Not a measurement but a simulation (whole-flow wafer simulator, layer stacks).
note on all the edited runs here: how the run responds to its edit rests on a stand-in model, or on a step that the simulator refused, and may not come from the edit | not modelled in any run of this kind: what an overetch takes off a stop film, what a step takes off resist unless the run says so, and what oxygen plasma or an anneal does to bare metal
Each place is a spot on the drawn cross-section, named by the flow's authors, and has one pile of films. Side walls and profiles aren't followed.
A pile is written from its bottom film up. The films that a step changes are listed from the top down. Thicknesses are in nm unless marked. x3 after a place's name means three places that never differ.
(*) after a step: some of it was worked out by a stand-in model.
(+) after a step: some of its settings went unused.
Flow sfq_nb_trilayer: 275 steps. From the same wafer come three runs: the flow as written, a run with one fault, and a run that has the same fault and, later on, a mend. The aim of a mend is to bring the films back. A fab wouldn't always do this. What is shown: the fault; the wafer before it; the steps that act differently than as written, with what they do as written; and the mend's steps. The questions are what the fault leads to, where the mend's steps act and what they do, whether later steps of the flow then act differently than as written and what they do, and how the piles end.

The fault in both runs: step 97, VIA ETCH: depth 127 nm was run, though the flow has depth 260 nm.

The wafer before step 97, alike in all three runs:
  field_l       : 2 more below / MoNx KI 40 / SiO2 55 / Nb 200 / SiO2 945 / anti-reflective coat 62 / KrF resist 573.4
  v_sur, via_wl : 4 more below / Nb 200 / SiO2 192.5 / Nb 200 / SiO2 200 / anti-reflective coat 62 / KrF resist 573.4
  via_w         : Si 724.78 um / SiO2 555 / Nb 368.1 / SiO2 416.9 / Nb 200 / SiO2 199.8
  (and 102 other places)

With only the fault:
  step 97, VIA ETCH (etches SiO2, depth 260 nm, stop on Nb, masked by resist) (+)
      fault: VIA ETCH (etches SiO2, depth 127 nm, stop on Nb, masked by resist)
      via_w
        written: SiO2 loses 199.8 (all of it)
        fault: SiO2 loses 127
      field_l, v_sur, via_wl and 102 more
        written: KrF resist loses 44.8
        fault: KrF resist loses 21.9
  Steps later in the flow that act otherwise than as written (3 more steps, not shown, differ only slightly: by at most 2% or 0.5 nm, whichever is larger):
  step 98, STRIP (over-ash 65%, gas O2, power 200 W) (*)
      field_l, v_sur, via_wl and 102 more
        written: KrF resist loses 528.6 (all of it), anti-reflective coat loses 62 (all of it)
        fault: KrF resist loses 551.5 (all of it), anti-reflective coat loses 62 (all of it)
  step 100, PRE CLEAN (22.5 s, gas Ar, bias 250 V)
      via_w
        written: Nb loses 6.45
        fault: SiO2 loses 7.5
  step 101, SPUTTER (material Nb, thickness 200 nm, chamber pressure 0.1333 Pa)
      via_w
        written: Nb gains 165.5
        fault: Nb gains 181.4 (new film)
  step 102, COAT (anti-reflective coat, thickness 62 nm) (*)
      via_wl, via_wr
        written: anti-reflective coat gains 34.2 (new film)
        fault: anti-reflective coat gains 36.6 (new film)
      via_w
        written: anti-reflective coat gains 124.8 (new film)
        fault: anti-reflective coat gains 108.3 (new film)
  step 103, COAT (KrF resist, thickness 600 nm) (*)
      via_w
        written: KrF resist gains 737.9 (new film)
        fault: KrF resist gains 678.4 (new film)
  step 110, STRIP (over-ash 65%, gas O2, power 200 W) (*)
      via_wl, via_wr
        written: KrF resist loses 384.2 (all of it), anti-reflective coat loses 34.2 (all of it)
        fault: KrF resist loses 390.9 (all of it), anti-reflective coat loses 36.6 (all of it)
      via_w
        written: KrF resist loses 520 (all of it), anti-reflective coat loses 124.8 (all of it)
        fault: KrF resist loses 460.6 (all of it), anti-reflective coat loses 108.3 (all of it)
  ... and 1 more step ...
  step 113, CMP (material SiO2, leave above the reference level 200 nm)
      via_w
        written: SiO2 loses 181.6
        fault: SiO2 loses 157.1
  At via_w, the piles at the end differ from the flow's by more than 2% or 0.5 nm, whichever is larger.
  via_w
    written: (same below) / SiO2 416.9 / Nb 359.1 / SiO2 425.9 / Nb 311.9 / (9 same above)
    fault: (same below) / SiO2 416.9 / Nb 200 / SiO2 65.3 / Nb 181.4 / SiO2 338.3 / Nb 311.9 / (9 same above)

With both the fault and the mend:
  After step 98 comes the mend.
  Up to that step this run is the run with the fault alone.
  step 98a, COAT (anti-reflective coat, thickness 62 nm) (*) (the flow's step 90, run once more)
      p4_fl x3, p4_w1 x9, p4_g1 x2 and 63 more
        anti-reflective coat gains 62 (new film)
      jj_sur, ce_l, c5j and 7 more
        anti-reflective coat gains 61.8 (new film)
      field_r, lsp_l, ln_m5, lsp_m, ln_m6, lsp_r, l0_sur, l0v
        anti-reflective coat gains 61.9 (new film)
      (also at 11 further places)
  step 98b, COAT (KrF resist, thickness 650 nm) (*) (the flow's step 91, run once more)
      p4_fl x3, p4_w1 x9, p4_g1 x2 and 63 more
        KrF resist gains 650 (new film)
      r_sur, res, r_end, moat, field_r, lsp_l, l0_sur, l0v
        KrF resist gains 649.6 (new film)
      ln_m5, lsp_m, ln_m6, lsp_r
        KrF resist gains 649.7 (new film)
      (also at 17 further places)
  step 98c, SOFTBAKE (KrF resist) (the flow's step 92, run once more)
      alters no film at any place that is followed
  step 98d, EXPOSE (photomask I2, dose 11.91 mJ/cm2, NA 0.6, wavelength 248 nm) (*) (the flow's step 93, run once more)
      alters no film at any place that is followed
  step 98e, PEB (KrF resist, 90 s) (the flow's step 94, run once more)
      be_sur, gap, jj_sur and 94 more
        KrF resist loses 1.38
      field_l, via_v, wire, be
        KrF resist loses 1.37
      v_sur, via_sp
        KrF resist loses 1.36
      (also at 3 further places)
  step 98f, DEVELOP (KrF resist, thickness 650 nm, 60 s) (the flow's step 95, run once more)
      field_l, v_sur, via_wl and 102 more
        KrF resist loses 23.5
      via_w
        KrF resist loses 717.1 (all of it)
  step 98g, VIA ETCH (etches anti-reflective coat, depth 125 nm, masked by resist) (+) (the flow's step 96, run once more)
      field_l, v_sur, via_wl and 102 more
        KrF resist loses 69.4
      via_w
        anti-reflective coat loses 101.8 (all of it), SiO2 loses 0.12
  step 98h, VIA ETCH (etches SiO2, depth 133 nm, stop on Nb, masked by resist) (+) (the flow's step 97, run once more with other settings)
      field_l, v_sur, via_wl and 102 more
        KrF resist loses 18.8
      via_w
        SiO2 loses 72.7 (all of it)
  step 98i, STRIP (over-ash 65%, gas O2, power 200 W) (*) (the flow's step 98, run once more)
      p4_fl x3, p4_w1 x9, p4_g1 x2 and 63 more
        KrF resist loses 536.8 (all of it), anti-reflective coat loses 62 (all of it)
      field_r, lsp_l, ln_m5, lsp_m, ln_m6, lsp_r, l0_sur
        KrF resist loses 536.5 (all of it), anti-reflective coat loses 61.9 (all of it)
      ce_l, c5j, ce_r, sp_r
        KrF resist loses 536.3 (all of it), anti-reflective coat loses 61.8 (all of it)
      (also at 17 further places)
  None of the later steps of the flow acts differently than as written at any place that is followed.
  The piles end the same as the flow's at every place that both follow.
